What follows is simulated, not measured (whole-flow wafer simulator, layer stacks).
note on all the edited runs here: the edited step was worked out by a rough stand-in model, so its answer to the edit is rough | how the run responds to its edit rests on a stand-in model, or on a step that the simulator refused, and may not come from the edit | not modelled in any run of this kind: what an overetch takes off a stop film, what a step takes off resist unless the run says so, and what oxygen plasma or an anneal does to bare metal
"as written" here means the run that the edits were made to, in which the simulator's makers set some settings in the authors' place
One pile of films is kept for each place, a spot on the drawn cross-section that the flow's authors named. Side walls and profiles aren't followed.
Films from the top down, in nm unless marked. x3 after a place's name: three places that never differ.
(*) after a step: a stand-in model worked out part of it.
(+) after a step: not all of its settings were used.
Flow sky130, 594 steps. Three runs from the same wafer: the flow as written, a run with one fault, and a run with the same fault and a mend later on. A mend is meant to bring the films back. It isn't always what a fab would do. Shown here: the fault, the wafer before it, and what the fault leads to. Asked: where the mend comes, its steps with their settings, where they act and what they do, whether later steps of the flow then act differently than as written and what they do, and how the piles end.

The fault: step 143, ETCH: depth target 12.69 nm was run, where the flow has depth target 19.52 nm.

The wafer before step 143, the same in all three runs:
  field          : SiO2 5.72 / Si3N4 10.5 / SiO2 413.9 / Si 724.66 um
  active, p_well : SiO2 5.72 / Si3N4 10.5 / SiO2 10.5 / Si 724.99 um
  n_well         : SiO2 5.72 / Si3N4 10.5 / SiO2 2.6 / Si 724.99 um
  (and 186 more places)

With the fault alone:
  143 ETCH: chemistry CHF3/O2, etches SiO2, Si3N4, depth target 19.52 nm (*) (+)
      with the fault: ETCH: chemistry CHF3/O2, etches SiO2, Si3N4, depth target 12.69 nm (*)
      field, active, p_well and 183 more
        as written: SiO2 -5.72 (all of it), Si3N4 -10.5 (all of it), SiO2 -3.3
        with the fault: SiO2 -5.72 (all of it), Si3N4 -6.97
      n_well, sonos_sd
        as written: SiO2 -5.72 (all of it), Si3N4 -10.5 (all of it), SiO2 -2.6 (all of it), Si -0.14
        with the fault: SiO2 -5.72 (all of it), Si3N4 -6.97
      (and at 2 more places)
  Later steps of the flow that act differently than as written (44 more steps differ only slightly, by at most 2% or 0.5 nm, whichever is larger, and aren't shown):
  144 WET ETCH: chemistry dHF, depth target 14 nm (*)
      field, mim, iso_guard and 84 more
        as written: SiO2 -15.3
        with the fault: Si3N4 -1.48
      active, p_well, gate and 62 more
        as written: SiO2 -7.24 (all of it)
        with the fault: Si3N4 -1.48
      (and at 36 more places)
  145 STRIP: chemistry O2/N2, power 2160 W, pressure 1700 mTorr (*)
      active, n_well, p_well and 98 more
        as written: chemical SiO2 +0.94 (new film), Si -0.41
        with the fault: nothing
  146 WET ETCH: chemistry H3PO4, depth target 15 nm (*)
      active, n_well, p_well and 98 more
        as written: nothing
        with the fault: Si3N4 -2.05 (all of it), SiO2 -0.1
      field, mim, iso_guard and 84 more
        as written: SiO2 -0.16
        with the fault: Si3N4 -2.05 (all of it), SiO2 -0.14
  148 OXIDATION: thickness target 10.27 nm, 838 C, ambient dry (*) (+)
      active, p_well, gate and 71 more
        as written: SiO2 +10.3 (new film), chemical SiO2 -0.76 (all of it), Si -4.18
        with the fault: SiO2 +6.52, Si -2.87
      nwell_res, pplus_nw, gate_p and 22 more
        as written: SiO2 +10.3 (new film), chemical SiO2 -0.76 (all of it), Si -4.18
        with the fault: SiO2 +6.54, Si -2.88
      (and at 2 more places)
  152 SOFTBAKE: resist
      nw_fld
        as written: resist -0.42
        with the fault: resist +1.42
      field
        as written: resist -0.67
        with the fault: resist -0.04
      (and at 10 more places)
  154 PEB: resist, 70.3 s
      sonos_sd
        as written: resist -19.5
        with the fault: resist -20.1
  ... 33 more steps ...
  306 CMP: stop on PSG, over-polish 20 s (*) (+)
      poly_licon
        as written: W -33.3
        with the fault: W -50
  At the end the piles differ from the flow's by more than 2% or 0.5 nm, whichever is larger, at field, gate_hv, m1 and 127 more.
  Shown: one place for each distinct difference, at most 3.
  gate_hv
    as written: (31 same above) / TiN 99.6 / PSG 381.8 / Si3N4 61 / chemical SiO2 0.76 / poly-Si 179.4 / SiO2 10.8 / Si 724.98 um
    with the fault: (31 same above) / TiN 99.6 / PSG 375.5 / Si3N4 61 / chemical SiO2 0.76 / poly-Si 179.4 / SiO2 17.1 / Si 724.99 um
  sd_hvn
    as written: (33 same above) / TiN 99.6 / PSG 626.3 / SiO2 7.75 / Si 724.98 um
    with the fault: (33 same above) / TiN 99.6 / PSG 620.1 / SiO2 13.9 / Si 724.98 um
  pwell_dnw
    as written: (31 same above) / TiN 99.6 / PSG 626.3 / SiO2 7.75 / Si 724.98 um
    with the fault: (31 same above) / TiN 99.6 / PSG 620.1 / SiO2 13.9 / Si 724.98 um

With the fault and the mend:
  The mend comes after step 143.
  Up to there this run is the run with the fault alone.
  143a ETCH: chemistry CHF3/O2, etches SiO2, Si3N4, depth target 6.832 nm (*) (+) (the flow's step 143 once more, with other settings)
      field, active, p_well and 183 more
        Si3N4 -3.53 (all of it), SiO2 -3.3
      n_well, sonos_sd
        Si3N4 -3.53 (all of it), SiO2 -2.6 (all of it), Si -0.14
      sonos_cell, sonos_cell_x
        resist -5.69
  No later step of the flow acts differently than as written, at any place that is followed, by more than 2% or 0.5 nm, whichever is larger.
  At the end the piles are the same as the flow's at every place that both follow.
